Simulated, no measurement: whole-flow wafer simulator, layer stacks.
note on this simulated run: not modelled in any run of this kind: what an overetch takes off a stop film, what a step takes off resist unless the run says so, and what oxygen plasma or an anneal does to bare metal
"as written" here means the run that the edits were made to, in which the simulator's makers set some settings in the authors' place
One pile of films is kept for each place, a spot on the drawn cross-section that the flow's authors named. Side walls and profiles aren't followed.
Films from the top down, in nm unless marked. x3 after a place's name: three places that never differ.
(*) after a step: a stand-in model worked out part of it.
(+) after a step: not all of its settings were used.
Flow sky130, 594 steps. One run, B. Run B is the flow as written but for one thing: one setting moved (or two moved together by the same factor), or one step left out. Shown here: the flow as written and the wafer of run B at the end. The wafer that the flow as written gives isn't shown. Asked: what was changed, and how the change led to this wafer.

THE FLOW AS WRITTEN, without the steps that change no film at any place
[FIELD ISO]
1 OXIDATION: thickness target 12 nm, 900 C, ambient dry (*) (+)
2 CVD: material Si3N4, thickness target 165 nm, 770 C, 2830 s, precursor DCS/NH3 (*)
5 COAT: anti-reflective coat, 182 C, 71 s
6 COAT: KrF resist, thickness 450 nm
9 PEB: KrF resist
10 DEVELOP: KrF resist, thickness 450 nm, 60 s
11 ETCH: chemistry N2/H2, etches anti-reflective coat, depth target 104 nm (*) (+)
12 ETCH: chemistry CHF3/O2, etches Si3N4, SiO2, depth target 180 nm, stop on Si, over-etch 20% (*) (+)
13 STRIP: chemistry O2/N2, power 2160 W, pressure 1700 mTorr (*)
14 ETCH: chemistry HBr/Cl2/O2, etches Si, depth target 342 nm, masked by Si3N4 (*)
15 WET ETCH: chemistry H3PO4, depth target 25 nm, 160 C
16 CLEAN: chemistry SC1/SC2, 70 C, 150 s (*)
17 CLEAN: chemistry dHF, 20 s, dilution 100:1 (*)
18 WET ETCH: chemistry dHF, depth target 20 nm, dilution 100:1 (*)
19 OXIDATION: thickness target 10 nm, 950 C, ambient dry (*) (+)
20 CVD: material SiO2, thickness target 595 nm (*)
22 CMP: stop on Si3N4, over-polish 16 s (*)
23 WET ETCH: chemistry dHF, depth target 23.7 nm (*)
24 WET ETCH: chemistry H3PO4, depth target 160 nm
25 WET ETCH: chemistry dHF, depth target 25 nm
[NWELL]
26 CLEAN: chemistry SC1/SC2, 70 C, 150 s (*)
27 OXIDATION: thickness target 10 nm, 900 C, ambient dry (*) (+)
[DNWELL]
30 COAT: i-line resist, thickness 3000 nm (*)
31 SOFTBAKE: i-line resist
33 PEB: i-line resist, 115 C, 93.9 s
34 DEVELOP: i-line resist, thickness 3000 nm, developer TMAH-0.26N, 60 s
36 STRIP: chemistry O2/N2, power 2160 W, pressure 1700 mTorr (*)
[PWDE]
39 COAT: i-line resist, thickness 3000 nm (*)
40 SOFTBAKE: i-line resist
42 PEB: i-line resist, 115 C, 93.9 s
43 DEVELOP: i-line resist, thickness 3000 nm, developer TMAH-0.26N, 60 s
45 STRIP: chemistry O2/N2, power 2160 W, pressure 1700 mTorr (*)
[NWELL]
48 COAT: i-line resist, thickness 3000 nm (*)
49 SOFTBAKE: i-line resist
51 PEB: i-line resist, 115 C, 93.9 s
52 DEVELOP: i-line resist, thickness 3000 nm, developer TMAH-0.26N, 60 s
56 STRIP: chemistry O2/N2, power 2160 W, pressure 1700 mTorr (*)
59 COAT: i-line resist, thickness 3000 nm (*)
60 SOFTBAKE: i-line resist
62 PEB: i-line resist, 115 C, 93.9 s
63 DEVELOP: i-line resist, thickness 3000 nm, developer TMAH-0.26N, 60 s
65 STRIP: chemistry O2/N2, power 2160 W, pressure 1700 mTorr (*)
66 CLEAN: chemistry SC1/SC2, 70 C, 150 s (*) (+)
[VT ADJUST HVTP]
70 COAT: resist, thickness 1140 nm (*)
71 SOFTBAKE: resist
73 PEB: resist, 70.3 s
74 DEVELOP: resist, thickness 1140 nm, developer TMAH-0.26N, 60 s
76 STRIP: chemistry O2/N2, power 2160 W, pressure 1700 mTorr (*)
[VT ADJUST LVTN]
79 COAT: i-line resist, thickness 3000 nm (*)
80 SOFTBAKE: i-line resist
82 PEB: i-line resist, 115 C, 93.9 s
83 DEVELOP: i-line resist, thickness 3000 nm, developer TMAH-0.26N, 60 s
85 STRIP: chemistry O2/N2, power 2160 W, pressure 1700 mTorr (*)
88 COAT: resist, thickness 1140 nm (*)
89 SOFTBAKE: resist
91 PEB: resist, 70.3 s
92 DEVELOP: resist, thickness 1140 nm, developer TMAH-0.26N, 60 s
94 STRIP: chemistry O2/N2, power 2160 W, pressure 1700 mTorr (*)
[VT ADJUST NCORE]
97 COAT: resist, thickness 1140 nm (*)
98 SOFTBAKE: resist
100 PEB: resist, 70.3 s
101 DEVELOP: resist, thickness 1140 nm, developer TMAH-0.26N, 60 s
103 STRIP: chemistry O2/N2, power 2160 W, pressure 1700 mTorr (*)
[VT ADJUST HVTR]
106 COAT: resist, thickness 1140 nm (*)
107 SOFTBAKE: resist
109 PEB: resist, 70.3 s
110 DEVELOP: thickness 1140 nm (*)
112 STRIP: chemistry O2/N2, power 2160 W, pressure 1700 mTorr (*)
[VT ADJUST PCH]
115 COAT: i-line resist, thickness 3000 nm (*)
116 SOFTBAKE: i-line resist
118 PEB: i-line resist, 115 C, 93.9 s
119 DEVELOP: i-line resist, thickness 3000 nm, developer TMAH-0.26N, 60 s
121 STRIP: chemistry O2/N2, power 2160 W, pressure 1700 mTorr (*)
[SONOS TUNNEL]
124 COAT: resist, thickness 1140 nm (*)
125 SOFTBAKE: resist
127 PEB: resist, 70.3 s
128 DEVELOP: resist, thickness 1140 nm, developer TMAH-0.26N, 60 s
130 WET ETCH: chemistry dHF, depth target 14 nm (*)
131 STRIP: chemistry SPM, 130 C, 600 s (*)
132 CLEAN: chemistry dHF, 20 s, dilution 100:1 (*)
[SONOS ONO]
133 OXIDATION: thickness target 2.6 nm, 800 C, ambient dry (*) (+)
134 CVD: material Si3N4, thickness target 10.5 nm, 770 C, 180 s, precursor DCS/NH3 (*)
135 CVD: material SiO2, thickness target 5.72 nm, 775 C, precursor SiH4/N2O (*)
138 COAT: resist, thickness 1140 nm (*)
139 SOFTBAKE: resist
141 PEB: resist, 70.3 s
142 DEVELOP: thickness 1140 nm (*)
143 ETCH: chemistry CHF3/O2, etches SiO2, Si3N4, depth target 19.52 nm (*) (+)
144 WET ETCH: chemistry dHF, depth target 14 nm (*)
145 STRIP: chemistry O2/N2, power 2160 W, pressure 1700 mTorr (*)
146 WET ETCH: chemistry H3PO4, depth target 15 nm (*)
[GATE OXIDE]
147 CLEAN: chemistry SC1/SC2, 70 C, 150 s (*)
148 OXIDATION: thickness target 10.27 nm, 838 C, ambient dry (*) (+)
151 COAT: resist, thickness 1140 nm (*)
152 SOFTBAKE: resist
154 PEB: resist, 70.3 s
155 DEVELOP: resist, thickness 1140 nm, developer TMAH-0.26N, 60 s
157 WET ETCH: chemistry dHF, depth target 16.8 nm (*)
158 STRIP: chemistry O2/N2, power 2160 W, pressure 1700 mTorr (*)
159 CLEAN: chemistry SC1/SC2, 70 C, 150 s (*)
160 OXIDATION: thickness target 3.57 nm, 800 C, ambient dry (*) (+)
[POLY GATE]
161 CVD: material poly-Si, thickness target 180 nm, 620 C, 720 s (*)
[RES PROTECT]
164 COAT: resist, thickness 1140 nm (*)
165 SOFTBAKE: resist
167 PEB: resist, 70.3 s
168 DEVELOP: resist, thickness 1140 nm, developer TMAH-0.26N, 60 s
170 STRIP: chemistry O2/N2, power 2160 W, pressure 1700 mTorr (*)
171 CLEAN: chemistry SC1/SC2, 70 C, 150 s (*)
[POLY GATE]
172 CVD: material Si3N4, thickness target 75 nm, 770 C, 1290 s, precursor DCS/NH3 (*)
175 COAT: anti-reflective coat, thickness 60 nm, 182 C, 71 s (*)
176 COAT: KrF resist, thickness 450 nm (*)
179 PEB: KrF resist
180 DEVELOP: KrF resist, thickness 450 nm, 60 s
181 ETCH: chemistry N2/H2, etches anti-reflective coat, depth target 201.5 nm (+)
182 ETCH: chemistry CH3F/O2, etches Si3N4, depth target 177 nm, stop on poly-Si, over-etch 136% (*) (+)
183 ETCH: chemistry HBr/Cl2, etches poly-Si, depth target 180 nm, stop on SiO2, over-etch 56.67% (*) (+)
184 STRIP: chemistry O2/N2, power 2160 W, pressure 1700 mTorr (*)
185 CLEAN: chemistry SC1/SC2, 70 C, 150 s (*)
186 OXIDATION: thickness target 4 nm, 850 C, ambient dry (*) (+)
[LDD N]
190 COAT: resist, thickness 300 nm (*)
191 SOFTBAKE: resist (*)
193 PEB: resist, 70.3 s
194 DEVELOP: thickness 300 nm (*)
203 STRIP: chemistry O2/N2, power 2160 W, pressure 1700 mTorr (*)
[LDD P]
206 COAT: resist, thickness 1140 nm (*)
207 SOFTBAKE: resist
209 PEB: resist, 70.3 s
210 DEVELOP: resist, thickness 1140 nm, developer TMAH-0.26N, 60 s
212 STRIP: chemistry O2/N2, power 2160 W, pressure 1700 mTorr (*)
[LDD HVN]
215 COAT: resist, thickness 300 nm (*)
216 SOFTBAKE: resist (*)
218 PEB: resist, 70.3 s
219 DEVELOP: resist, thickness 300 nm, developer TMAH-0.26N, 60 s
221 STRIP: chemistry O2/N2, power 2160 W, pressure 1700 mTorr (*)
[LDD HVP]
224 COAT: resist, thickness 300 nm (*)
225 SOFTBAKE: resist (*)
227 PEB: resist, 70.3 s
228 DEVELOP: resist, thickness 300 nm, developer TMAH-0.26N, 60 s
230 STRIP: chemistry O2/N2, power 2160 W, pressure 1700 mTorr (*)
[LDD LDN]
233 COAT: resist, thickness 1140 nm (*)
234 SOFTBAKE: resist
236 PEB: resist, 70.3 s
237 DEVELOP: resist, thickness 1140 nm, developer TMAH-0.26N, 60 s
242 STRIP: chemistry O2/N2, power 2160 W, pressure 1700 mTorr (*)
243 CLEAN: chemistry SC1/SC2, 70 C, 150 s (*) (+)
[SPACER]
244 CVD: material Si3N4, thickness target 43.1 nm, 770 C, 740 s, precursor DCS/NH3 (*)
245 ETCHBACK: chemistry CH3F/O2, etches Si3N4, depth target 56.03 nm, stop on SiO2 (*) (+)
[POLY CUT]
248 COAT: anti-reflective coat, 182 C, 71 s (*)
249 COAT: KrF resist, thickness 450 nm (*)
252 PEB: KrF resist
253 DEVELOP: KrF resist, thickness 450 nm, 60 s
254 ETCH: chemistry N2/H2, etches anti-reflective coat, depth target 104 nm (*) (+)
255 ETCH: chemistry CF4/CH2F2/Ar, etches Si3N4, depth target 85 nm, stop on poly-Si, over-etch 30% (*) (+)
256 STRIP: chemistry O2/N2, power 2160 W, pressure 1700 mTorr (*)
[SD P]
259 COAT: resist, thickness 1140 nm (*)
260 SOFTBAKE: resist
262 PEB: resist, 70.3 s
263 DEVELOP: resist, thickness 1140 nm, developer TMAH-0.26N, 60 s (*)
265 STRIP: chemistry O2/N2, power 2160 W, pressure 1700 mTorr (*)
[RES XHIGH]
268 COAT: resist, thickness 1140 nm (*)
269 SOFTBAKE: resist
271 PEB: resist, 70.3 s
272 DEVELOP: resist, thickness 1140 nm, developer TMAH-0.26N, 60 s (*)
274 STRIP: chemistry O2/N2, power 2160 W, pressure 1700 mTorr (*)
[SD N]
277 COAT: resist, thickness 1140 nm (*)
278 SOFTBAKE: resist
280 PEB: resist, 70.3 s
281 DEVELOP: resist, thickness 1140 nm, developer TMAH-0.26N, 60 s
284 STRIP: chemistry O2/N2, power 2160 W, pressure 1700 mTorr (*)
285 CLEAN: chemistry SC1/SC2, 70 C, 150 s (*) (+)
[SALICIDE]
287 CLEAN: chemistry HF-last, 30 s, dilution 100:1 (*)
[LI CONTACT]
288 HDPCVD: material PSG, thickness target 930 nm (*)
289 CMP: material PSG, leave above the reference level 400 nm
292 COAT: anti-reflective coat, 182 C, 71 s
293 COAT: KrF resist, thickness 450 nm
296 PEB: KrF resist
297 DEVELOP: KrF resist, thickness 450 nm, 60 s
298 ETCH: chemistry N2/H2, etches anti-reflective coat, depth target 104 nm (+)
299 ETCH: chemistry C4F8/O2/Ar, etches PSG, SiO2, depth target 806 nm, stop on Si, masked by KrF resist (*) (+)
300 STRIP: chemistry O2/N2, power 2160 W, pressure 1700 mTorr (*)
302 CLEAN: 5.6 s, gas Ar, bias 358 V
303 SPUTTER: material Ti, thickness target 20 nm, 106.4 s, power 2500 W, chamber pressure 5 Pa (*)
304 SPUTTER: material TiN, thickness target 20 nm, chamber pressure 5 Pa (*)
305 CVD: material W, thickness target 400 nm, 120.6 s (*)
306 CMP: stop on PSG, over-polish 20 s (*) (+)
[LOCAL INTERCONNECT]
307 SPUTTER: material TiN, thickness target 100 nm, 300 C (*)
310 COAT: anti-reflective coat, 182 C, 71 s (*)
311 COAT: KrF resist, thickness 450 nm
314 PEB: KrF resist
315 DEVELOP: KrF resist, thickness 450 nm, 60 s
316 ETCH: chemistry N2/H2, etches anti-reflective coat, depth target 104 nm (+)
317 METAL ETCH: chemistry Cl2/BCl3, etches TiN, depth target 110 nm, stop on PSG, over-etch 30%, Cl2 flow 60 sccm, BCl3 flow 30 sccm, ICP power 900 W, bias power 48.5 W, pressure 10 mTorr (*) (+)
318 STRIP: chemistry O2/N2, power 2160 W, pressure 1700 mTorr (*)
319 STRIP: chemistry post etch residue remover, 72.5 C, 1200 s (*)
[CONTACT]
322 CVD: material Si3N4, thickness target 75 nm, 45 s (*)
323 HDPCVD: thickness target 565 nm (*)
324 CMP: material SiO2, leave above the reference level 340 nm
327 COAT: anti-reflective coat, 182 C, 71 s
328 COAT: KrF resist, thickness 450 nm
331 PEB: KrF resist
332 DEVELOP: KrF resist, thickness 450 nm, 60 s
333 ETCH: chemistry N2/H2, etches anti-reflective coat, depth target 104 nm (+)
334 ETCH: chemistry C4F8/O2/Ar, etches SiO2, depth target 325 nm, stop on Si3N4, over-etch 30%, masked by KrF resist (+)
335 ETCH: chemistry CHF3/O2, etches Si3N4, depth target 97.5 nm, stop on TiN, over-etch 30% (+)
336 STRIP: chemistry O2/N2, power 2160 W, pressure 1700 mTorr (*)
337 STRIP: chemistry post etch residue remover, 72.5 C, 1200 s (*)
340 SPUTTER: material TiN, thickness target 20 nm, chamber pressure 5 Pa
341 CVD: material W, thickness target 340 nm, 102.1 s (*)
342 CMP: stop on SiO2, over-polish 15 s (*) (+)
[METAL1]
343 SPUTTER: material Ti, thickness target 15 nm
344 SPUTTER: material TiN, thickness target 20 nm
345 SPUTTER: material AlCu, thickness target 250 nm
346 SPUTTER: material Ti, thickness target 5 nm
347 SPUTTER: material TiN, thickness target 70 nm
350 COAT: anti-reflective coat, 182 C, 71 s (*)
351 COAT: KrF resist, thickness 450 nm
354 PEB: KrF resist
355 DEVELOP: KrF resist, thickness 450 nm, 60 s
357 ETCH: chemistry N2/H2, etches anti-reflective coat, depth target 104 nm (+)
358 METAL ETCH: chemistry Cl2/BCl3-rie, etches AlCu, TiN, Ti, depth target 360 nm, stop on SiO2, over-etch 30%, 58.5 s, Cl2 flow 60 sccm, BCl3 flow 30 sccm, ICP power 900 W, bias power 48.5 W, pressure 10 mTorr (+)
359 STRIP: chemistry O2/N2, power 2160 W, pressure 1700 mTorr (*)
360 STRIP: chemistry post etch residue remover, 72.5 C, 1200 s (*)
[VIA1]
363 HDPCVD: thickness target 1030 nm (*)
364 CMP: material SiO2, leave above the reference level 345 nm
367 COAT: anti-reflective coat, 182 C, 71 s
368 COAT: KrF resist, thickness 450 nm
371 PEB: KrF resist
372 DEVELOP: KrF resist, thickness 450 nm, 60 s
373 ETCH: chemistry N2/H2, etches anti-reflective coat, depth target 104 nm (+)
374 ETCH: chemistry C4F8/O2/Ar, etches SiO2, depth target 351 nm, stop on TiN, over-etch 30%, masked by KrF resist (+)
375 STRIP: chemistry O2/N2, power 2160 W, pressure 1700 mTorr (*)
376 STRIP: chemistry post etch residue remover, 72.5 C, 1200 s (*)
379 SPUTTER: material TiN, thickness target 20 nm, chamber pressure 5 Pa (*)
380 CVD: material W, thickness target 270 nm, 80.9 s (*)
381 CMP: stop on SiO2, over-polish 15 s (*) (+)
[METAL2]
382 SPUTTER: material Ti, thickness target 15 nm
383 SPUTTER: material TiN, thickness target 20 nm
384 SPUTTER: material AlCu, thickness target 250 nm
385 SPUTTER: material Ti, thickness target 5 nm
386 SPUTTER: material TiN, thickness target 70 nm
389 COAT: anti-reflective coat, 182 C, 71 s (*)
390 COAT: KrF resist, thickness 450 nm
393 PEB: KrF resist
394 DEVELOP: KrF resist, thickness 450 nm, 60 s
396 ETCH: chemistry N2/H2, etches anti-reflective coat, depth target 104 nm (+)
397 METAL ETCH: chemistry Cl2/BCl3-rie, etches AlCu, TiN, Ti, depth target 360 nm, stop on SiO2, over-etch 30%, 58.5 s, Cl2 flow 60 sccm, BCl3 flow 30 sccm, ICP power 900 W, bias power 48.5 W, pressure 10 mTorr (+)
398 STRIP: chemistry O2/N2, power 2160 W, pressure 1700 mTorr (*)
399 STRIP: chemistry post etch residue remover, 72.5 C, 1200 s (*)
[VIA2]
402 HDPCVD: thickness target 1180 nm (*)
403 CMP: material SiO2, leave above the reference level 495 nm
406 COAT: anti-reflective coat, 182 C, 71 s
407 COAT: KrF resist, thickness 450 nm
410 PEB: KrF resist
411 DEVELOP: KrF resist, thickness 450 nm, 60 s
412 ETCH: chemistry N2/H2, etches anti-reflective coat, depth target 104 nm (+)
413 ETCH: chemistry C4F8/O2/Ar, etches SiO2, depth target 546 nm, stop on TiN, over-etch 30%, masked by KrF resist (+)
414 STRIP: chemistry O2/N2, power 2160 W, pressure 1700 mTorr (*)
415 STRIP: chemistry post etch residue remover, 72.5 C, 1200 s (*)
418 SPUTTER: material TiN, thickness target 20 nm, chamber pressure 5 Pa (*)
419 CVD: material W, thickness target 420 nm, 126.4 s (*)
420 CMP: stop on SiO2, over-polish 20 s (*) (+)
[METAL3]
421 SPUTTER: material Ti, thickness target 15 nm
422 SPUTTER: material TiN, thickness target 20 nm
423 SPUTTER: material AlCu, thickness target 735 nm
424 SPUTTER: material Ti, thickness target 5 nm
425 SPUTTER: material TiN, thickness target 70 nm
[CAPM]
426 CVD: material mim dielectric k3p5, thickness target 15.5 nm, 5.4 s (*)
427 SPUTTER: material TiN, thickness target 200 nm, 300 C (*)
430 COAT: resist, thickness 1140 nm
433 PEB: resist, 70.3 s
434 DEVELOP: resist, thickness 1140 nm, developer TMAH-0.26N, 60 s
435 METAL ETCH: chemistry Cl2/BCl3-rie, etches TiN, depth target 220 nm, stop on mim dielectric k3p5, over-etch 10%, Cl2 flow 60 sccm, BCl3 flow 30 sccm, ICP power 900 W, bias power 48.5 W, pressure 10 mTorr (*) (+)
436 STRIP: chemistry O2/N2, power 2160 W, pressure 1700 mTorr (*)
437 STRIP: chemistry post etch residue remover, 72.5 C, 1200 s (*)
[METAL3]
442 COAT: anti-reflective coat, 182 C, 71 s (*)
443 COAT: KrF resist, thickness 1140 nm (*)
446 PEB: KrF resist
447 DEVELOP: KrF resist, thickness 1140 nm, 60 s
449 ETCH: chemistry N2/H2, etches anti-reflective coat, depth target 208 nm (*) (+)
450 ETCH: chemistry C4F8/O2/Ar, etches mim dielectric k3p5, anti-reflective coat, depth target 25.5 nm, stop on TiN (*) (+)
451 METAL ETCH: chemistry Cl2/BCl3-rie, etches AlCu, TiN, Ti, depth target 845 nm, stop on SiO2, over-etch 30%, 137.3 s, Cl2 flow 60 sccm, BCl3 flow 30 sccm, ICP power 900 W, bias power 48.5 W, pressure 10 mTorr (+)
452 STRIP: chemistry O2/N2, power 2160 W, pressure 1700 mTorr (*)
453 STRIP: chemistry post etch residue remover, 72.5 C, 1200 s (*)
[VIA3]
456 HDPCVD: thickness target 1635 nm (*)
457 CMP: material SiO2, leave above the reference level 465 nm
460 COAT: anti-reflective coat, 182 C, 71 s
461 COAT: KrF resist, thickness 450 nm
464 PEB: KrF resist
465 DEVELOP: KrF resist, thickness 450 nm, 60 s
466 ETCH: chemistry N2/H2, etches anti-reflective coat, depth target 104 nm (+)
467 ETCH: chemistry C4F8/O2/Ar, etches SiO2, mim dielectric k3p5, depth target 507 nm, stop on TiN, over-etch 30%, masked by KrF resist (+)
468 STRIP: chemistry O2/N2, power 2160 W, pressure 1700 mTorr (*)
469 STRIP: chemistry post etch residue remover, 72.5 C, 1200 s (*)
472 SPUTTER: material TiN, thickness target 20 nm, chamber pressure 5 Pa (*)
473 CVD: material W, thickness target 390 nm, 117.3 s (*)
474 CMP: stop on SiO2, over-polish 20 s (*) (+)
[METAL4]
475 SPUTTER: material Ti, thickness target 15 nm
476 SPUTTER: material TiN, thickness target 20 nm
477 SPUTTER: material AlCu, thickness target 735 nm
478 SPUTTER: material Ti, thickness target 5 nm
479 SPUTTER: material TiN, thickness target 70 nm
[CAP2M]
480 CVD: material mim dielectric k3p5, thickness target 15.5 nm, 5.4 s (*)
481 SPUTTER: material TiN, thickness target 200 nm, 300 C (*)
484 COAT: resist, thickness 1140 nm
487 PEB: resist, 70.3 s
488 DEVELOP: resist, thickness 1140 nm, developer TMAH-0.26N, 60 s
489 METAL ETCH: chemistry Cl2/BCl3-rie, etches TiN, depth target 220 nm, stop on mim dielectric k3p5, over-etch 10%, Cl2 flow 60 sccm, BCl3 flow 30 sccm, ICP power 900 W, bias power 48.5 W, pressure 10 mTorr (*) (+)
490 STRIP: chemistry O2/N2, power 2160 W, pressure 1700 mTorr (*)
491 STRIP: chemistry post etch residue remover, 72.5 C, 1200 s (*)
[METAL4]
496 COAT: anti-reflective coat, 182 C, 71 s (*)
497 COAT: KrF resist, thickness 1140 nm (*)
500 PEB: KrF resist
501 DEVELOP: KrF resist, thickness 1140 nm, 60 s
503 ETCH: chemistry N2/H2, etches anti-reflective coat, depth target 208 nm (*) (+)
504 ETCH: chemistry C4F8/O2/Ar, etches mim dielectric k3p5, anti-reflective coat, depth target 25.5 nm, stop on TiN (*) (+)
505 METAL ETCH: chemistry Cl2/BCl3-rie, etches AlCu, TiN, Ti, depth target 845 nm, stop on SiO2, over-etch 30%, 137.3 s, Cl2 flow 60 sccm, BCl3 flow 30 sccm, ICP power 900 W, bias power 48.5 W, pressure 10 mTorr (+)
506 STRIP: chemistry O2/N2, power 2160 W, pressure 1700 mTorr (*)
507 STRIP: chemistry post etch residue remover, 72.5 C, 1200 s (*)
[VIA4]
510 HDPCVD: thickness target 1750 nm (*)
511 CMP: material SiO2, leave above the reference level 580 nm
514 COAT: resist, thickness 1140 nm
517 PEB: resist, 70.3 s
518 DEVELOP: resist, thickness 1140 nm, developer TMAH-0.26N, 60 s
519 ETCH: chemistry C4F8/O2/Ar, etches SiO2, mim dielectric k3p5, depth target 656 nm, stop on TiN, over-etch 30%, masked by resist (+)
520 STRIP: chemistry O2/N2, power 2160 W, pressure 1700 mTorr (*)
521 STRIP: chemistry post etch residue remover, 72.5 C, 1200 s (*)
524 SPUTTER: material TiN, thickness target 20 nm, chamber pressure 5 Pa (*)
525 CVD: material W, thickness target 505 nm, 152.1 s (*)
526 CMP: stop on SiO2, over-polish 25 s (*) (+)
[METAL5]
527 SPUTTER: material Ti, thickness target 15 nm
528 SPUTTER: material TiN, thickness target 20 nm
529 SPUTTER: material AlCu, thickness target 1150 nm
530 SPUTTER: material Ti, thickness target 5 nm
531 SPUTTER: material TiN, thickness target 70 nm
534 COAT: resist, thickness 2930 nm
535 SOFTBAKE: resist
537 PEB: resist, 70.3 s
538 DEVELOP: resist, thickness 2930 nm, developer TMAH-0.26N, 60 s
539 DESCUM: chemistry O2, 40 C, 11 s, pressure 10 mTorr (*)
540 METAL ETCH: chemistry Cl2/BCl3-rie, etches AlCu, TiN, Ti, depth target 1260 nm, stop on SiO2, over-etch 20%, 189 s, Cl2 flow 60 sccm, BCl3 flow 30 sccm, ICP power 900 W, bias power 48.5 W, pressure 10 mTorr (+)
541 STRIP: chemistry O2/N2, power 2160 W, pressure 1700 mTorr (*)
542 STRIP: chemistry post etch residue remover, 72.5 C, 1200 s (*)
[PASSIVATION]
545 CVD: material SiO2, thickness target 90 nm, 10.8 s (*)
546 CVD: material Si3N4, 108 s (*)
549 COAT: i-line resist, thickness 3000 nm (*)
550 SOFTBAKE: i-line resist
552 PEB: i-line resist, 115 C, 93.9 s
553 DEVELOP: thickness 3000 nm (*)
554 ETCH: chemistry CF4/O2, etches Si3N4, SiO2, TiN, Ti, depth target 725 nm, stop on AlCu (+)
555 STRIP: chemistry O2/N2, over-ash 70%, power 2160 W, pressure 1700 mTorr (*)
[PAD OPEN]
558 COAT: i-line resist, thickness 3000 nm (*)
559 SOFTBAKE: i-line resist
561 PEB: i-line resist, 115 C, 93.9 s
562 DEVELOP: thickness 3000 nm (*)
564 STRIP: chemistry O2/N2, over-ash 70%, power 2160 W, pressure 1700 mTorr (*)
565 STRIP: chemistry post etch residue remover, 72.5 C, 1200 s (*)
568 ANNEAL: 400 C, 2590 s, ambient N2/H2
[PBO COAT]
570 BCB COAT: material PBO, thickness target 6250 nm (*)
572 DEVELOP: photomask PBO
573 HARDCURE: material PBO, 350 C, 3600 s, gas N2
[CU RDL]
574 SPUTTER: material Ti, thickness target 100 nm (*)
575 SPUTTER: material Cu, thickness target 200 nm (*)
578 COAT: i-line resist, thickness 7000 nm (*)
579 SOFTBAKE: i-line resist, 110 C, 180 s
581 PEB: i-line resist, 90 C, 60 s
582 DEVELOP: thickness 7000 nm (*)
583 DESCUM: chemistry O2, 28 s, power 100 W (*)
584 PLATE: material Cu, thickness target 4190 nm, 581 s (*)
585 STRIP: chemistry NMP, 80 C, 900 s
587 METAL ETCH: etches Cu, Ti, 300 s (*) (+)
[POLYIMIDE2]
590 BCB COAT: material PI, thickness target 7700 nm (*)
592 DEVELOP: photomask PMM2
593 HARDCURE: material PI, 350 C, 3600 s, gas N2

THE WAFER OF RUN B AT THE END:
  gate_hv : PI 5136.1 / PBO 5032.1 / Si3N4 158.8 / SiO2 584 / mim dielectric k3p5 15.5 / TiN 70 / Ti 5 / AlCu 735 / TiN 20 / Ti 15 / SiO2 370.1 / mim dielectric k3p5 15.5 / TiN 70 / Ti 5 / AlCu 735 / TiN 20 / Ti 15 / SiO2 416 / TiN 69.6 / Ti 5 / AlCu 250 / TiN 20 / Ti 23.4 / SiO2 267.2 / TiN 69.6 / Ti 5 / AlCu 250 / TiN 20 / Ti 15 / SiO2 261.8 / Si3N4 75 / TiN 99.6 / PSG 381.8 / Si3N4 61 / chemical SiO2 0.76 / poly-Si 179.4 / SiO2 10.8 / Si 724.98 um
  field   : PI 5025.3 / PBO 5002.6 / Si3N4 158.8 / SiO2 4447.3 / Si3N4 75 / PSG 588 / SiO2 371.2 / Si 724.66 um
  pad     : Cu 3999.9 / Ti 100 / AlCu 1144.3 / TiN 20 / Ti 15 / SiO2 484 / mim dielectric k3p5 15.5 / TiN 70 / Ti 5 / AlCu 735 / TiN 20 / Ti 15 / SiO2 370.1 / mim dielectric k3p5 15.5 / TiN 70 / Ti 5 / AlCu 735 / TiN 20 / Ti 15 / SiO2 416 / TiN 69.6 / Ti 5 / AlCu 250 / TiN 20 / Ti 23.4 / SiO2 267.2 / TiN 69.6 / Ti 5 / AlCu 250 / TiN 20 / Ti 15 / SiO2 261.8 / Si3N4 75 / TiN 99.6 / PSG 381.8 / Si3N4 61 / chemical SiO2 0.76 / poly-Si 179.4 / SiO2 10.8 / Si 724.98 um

The cause: step 382, SPUTTER: thickness target 23.4 nm was run, where the flow has thickness target 15 nm.
It can be read off the wafer: gate_hv has Ti 23.4, and step 382 as written asks for 15 nm.

How the change led to this, step by step:
  382 SPUTTER: material Ti, thickness target 15 nm
      field, active, n_well and 188 more: Ti +23.4 (new film) (as written it would be: Ti +15 (new film))
  397 METAL ETCH: chemistry Cl2/BCl3-rie, etches AlCu, TiN, Ti, depth target 360 nm, stop on SiO2, over-etch 30%, 58.5 s, Cl2 flow 60 sccm, BCl3 flow 30 sccm, ICP power 900 W, bias power 48.5 W, pressure 10 mTorr (+)
      field, active, gate and 82 more: TiN -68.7 (all of it), Ti -5 (all of it), AlCu -250 (all of it), TiN -20 (all of it), Ti -23.4 (all of it), SiO2 -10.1 (as written it would be: TiN -68.7 (all of it), Ti -5 (all of it), AlCu -250 (all of it), TiN -20 (all of it), Ti -15 (all of it), SiO2 -10.9)
